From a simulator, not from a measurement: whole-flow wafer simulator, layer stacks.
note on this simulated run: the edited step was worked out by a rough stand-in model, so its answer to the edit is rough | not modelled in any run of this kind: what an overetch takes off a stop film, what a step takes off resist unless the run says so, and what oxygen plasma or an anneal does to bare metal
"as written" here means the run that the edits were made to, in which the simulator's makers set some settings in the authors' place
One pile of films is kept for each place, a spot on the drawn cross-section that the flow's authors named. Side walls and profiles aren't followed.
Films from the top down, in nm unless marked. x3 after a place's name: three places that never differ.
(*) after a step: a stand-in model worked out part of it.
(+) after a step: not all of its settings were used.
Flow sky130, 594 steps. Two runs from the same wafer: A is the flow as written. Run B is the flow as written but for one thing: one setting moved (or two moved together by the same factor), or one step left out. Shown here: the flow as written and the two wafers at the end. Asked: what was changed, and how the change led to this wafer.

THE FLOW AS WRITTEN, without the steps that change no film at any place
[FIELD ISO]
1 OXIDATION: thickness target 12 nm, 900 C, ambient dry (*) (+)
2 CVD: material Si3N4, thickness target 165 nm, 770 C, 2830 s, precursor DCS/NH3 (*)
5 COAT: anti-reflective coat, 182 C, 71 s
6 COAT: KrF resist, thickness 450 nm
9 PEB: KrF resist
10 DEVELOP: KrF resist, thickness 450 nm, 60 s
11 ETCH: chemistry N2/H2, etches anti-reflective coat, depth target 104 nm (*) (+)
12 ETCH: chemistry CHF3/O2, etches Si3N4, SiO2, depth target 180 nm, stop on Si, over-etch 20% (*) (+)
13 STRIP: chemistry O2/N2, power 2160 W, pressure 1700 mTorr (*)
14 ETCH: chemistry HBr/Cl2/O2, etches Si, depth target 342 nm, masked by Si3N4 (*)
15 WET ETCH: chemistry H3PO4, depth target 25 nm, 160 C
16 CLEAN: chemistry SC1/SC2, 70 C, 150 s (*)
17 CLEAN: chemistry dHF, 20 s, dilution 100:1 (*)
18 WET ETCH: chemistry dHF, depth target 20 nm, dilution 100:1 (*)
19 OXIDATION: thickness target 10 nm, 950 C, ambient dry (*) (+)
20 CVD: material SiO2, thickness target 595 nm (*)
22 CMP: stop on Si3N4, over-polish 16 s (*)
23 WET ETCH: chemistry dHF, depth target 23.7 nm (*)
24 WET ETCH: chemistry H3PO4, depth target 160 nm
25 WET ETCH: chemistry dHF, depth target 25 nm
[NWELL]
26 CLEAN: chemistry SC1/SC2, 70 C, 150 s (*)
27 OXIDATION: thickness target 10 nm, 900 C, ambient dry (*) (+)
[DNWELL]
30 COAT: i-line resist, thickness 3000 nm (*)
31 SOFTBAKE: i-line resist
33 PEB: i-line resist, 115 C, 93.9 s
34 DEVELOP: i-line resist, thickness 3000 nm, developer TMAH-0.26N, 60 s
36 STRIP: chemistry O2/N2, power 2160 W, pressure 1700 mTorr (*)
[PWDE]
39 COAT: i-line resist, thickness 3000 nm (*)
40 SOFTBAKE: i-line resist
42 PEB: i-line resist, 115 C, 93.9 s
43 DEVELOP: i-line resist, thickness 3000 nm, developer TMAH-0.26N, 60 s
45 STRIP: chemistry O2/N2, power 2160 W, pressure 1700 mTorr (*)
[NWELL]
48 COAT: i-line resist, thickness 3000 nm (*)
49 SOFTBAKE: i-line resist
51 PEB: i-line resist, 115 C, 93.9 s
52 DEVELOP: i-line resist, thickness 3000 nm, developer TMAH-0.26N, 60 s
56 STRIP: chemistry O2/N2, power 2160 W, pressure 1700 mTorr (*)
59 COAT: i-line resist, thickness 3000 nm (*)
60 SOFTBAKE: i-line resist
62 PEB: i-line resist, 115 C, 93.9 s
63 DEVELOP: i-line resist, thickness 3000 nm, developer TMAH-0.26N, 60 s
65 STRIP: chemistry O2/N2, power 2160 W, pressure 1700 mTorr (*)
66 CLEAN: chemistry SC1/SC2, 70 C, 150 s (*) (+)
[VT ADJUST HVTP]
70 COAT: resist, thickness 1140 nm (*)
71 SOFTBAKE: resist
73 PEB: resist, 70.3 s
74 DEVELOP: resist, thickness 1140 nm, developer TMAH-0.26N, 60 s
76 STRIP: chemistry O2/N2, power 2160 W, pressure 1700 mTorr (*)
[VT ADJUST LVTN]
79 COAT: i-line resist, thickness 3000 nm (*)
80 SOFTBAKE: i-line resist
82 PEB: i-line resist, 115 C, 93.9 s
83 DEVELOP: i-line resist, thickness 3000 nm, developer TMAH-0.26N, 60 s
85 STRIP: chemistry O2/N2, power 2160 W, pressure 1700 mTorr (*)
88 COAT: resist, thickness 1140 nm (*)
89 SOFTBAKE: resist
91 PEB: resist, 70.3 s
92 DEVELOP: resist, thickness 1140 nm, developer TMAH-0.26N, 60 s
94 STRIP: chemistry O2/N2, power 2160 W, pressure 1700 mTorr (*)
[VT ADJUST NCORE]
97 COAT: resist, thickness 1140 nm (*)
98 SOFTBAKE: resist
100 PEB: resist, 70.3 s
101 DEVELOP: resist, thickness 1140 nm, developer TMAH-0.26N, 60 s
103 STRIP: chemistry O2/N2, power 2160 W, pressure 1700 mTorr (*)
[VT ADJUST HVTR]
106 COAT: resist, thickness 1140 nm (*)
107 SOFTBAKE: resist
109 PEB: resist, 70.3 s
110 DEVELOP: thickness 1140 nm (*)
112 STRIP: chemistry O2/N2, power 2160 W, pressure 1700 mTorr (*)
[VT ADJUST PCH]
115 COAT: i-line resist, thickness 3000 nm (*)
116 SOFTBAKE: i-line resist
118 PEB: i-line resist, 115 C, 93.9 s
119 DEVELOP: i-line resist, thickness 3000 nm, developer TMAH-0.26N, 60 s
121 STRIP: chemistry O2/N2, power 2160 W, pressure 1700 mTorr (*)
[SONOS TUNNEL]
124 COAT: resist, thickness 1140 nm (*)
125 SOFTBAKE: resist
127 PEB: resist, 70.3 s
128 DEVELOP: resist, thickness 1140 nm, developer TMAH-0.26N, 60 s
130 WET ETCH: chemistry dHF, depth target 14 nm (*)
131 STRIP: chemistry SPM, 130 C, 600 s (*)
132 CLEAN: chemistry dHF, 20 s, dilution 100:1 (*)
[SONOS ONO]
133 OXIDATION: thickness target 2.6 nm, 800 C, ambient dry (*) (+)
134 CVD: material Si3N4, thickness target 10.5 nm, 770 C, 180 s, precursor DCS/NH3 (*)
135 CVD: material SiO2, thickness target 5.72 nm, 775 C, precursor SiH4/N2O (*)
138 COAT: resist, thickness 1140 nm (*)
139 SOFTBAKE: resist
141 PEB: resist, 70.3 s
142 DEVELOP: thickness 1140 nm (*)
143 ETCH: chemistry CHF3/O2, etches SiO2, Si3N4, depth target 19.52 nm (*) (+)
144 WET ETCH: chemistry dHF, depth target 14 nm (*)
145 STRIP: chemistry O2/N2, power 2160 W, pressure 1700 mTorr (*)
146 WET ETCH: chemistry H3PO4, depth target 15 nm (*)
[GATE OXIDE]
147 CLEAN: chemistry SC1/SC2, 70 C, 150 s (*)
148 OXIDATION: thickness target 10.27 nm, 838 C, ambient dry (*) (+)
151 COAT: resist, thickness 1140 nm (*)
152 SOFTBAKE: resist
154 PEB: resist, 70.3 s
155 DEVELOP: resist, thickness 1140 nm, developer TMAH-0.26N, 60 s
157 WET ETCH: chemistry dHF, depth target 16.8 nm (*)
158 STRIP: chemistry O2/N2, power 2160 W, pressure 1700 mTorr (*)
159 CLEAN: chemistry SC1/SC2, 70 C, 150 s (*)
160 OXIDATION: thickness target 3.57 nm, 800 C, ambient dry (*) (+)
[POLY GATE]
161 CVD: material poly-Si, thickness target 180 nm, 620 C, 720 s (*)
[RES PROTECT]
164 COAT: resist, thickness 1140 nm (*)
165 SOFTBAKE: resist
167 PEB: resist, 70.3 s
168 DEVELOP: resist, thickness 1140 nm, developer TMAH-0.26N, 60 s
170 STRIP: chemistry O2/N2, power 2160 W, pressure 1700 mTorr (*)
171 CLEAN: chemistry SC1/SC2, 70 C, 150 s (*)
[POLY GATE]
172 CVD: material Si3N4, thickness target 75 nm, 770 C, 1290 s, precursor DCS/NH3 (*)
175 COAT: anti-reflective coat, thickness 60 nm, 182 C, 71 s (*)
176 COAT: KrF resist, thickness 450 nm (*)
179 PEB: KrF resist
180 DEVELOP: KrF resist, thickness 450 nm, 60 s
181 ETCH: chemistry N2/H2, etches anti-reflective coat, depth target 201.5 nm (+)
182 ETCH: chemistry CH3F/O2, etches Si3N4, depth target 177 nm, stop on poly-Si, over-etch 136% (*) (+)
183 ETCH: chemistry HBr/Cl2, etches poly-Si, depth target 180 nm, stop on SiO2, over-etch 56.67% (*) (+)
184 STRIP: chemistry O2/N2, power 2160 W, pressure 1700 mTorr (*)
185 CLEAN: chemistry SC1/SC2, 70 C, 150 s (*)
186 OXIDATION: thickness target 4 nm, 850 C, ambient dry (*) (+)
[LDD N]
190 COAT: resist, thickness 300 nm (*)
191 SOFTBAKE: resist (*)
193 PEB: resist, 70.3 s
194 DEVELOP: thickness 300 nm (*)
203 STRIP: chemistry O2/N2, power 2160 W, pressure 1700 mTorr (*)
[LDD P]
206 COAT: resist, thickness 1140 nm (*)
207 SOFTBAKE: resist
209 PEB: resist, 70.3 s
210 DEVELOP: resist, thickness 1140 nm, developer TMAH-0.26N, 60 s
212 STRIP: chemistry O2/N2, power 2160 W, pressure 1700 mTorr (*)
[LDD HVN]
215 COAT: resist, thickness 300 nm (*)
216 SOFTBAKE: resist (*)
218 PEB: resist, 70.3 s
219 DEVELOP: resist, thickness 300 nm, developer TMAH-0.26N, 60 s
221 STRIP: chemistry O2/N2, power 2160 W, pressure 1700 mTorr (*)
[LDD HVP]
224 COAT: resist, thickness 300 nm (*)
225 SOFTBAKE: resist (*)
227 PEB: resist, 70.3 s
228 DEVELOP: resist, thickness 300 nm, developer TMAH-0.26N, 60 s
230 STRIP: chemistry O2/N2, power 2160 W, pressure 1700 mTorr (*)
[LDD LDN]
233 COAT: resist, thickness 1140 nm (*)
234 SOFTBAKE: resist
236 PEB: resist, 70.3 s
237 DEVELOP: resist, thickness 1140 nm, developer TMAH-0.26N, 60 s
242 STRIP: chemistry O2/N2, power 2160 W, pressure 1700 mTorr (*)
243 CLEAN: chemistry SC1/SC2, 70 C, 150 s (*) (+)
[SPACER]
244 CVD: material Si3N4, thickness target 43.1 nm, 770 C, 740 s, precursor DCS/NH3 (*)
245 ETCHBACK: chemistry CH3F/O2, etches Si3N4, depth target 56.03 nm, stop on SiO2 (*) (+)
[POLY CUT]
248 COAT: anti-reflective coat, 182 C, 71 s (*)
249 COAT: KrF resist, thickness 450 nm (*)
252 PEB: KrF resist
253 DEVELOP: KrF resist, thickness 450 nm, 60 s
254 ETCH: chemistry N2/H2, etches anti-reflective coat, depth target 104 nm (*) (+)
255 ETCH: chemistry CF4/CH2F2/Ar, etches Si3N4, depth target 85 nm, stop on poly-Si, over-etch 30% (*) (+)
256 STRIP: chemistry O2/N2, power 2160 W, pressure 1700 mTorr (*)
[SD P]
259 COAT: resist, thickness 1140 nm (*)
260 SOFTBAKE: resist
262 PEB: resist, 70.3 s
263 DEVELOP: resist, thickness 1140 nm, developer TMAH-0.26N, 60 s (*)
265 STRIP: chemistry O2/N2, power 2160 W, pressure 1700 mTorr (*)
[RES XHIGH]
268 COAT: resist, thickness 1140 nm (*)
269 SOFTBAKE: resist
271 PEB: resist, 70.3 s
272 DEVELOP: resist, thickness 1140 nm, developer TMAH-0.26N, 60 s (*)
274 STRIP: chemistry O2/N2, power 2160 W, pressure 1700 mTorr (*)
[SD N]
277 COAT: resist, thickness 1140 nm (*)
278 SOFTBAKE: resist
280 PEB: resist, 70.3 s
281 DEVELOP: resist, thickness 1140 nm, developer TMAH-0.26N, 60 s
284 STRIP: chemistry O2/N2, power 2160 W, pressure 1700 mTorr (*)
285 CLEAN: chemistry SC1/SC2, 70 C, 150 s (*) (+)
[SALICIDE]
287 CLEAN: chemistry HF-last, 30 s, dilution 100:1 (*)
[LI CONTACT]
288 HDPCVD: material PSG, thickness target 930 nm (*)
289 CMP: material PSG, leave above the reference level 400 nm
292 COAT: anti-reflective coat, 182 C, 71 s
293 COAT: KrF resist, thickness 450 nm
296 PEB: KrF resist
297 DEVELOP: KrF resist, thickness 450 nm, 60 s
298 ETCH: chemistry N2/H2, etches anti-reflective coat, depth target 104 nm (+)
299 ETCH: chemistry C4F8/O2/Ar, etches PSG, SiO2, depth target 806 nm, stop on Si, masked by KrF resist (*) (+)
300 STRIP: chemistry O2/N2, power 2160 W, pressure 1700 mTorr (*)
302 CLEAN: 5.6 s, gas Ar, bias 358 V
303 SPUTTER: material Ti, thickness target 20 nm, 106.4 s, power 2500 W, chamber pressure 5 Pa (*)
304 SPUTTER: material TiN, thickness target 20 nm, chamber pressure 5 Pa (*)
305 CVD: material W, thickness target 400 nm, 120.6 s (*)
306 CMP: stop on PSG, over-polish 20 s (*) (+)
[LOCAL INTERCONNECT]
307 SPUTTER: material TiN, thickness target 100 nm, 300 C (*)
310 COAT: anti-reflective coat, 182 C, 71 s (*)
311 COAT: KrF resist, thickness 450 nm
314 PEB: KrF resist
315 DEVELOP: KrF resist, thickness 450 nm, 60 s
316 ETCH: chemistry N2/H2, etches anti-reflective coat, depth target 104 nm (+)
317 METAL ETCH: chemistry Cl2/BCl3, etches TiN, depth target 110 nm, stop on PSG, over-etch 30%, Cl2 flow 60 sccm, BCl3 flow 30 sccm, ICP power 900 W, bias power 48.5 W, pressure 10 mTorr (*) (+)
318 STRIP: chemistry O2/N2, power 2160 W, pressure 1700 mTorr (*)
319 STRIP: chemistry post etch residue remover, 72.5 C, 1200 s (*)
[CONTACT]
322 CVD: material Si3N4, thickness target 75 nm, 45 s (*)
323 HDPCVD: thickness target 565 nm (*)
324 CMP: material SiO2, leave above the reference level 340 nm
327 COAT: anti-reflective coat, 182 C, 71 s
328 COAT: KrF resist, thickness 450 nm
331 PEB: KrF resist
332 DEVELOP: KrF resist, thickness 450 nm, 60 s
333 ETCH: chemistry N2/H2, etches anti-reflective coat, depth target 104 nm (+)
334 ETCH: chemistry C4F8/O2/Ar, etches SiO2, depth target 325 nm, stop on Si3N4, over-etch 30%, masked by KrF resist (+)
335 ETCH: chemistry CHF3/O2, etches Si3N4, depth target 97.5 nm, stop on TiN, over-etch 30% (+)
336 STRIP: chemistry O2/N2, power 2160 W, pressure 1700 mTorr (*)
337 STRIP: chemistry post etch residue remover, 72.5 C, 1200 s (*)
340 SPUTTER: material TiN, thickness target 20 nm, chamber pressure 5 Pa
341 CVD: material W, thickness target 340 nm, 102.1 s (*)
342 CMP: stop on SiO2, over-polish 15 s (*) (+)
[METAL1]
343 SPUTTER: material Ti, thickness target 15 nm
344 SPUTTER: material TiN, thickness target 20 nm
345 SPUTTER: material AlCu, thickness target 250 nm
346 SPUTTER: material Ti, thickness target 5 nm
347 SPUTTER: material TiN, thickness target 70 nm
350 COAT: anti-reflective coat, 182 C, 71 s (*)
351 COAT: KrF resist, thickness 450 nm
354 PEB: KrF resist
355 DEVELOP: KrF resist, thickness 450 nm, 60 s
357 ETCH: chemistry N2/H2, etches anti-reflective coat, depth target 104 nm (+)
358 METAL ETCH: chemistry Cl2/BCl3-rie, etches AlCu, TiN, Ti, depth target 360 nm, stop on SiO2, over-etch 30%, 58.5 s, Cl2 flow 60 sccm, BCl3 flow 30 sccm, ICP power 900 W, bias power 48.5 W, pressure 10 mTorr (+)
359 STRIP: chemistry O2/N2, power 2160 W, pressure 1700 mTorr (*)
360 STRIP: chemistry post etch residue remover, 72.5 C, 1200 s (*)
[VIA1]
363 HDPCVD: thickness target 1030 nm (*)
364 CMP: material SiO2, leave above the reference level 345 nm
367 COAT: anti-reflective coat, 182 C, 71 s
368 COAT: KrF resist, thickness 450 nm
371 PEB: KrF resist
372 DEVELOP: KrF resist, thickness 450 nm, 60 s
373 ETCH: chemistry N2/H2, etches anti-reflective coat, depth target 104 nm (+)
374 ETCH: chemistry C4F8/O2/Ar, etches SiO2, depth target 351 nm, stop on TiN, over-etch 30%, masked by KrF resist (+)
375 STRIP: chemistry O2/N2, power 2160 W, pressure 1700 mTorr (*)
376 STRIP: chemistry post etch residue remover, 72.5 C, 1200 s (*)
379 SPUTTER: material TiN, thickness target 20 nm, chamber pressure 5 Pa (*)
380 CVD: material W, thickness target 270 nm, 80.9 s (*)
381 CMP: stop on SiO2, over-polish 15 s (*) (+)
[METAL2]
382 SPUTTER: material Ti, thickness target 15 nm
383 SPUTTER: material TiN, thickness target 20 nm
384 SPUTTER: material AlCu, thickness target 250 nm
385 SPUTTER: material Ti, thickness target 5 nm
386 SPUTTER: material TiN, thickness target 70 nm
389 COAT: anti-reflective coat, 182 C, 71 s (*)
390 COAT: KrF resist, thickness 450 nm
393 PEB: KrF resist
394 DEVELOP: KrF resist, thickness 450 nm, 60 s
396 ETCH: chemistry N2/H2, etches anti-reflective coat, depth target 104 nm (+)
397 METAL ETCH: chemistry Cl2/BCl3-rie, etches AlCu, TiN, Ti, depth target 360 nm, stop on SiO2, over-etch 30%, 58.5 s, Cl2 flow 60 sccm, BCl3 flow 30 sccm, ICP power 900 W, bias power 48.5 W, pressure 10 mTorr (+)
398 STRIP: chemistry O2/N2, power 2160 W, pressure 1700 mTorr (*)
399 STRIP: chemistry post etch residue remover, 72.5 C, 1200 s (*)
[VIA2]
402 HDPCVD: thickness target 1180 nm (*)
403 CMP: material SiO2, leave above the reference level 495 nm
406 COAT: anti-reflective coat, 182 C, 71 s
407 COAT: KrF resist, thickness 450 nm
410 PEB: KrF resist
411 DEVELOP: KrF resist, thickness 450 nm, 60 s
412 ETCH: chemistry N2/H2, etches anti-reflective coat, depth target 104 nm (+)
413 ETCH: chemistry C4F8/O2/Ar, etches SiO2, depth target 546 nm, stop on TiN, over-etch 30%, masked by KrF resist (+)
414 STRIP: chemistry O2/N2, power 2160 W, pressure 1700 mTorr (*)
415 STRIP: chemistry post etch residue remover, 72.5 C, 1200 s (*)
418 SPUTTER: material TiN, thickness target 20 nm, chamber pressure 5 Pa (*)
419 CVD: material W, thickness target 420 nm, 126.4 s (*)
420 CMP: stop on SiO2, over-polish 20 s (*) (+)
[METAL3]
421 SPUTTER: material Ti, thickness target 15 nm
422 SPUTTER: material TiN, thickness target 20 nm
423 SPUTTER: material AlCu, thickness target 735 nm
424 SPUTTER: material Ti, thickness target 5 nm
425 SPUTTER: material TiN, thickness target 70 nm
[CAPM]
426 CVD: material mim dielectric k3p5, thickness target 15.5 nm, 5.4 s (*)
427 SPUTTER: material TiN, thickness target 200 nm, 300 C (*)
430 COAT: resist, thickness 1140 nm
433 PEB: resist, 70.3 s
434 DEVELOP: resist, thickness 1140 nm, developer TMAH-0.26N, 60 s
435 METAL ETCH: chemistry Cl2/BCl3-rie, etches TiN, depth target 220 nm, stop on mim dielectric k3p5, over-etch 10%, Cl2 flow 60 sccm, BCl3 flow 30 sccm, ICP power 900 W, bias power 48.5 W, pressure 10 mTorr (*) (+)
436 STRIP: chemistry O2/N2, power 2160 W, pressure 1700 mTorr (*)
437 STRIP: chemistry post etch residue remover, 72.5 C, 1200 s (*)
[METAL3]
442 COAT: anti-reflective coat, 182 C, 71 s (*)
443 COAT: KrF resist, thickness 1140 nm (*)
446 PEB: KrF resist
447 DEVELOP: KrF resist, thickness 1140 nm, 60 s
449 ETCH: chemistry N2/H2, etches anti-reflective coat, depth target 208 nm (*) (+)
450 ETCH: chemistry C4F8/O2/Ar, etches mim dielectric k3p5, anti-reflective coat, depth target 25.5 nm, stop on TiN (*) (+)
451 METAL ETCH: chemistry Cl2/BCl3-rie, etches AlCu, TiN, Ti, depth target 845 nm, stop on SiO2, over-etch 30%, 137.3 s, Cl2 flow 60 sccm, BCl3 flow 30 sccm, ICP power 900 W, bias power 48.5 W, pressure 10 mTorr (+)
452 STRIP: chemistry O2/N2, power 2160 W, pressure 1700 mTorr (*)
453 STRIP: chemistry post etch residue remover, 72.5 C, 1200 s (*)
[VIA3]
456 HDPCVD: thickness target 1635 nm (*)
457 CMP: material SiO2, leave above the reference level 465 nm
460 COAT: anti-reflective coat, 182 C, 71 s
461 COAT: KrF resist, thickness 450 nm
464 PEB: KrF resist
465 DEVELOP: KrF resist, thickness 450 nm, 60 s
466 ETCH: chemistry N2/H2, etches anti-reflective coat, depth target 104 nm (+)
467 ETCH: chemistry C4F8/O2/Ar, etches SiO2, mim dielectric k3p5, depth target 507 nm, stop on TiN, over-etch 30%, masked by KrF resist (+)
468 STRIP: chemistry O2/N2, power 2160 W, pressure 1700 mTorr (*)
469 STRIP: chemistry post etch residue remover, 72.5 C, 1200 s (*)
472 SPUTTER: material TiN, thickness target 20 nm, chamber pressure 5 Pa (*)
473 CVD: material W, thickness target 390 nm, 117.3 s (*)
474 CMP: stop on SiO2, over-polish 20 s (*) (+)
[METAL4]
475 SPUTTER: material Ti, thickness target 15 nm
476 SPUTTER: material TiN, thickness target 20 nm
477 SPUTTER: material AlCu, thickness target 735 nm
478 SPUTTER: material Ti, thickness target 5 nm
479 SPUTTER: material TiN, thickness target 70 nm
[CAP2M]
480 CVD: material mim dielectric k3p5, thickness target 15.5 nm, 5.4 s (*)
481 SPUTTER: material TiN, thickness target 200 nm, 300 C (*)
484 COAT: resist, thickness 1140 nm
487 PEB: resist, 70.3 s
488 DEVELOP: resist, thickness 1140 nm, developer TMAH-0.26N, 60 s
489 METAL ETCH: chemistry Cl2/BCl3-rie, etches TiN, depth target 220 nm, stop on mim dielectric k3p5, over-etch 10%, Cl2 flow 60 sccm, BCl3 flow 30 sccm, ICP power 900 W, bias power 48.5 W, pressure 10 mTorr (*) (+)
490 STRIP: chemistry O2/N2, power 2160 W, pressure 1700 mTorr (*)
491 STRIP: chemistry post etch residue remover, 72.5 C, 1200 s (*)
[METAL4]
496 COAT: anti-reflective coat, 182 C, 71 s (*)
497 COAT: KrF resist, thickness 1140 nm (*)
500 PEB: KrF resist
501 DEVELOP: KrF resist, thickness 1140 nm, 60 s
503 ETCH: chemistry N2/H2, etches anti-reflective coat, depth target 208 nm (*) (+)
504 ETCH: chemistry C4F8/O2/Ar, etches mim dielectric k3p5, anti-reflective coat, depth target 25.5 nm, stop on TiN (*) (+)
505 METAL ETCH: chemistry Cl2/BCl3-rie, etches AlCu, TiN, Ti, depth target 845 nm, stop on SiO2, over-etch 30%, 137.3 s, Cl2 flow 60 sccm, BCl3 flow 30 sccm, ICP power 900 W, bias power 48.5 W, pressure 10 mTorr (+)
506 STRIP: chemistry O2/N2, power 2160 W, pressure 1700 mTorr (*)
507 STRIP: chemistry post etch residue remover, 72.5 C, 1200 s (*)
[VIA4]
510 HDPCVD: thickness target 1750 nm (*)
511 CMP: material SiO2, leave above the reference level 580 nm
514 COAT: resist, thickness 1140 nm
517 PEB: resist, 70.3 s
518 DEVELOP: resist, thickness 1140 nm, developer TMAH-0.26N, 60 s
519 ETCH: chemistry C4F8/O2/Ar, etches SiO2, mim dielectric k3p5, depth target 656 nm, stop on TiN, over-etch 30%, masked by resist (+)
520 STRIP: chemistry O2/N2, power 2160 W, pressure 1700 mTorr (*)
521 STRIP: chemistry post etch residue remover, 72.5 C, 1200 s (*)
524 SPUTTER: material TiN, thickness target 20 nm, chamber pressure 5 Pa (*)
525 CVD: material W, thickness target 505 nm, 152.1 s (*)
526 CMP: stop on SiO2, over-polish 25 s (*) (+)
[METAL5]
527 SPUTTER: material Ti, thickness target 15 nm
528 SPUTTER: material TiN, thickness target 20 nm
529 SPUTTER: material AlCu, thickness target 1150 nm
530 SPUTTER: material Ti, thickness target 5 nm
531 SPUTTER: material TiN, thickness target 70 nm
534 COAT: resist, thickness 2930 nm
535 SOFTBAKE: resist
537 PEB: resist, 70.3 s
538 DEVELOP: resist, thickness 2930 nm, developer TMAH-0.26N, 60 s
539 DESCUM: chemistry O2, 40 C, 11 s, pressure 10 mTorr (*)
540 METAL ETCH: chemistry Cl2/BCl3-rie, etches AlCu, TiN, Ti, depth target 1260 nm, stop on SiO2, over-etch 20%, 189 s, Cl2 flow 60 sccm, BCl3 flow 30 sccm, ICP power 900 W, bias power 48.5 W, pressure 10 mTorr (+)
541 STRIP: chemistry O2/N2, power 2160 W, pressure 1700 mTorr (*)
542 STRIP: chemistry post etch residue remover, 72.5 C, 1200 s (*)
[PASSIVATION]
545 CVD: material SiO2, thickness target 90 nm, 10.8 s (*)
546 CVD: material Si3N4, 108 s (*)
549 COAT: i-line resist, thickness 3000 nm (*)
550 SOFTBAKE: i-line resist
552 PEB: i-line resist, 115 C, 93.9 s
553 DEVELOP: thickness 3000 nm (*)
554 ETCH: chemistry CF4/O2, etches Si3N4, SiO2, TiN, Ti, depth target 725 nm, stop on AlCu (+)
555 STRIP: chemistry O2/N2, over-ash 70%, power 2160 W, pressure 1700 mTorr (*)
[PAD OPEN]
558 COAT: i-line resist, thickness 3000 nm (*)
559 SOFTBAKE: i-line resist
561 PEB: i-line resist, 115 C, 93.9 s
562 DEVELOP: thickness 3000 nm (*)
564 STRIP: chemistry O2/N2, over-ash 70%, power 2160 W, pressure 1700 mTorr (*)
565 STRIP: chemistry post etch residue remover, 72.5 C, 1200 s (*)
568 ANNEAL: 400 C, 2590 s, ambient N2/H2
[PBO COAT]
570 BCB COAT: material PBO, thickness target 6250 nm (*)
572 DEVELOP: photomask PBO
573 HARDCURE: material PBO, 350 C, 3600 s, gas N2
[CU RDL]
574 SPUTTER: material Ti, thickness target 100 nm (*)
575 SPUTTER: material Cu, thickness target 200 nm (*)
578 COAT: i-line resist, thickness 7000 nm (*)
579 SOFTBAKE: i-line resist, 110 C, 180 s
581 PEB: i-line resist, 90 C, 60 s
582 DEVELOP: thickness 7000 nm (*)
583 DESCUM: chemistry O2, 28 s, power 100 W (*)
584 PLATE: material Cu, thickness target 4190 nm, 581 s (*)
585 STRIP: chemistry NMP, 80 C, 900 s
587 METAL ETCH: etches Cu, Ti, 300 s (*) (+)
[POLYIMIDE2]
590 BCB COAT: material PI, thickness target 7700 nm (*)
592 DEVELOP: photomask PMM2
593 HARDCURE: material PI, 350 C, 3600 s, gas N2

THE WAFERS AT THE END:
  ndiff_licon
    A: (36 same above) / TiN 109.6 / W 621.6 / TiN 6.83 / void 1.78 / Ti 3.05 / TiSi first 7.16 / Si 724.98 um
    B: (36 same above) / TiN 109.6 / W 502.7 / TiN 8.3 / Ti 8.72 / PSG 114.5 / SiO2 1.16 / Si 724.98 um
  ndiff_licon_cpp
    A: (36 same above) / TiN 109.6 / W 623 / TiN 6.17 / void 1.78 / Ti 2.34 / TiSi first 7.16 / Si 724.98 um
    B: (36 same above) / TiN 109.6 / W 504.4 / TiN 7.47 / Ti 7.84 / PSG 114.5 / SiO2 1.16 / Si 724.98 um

The cause: step 299, ETCH: depth target 524 nm was run, where the flow has depth target 806 nm.

How the change led to this, step by step:
  299 ETCH: chemistry C4F8/O2/Ar, etches PSG, SiO2, depth target 806 nm, stop on Si, masked by KrF resist (*) (+)
      contact, ndiff_licon, ndiff_licon_cpp: A PSG -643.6 (all of it), SiO2 -1.16 (all of it) | B PSG -524
      field, active, n_well and 184 more: A KrF resist -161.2 | B KrF resist -104.8
  300 STRIP: chemistry O2/N2, power 2160 W, pressure 1700 mTorr (*)
      contact, ndiff_licon, ndiff_licon_cpp: A chemical SiO2 +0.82 (new film), Si -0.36 | B nothing
      field, active, n_well and 184 more: A KrF resist -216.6 (all of it), anti-reflective coat -80 (all of it) | B KrF resist -273 (all of it), anti-reflective coat -80 (all of it)
  302 CLEAN: 5.6 s, gas Ar, bias 358 V
      contact, ndiff_licon, ndiff_licon_cpp: A chemical SiO2 -0.82 (all of it) | B PSG -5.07
  303 SPUTTER: material Ti, thickness target 20 nm, 106.4 s, power 2500 W, chamber pressure 5 Pa (*)
      ndiff_licon: A Ti +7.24 (new film) | B Ti +8.72 (new film)
      ndiff_licon_cpp: A Ti +6.53 (new film) | B Ti +7.84 (new film)
  304 SPUTTER: material TiN, thickness target 20 nm, chamber pressure 5 Pa (*)
      ndiff_licon: A TiN +6.83 (new film) | B TiN +8.3 (new film)
      ndiff_licon_cpp: A TiN +6.17 (new film) | B TiN +7.47 (new film)
  305 CVD: material W, thickness target 400 nm, 120.6 s (*)
      ndiff_licon: A W +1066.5 (new film) | B W +947.6 (new film)
      ndiff_licon_cpp: A W +1067.9 (new film) | B W +949.3 (new film)
  568 ANNEAL: 400 C, 2590 s, ambient N2/H2
      ndiff_licon, ndiff_licon_cpp: A under 37 films: void +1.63 (new film), Ti -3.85, TiSi first +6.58 (new film), Si -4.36 | B nothing
Counting metal films that touch as one body, ndiff_licon has 5 bodies (between them, from the top down: SiO2 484 / mim dielectric k3p5 15.5; SiO2 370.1 / mim dielectric k3p5 15.5; SiO2 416; SiO2 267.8); the flow as written gives 6 bodies (between them, from the top down: SiO2 484 / mim dielectric k3p5 15.5; SiO2 370.1 / mim dielectric k3p5 15.5; SiO2 416; SiO2 267.8; void 1.78).
Counting metal films that touch as one body, ndiff_licon_cpp has 5 bodies (between them, from the top down: SiO2 484 / mim dielectric k3p5 15.5; SiO2 370.1 / mim dielectric k3p5 15.5; SiO2 416; SiO2 267.8); the flow as written gives 6 bodies (between them, from the top down: SiO2 484 / mim dielectric k3p5 15.5; SiO2 370.1 / mim dielectric k3p5 15.5; SiO2 416; SiO2 267.8; void 1.78).
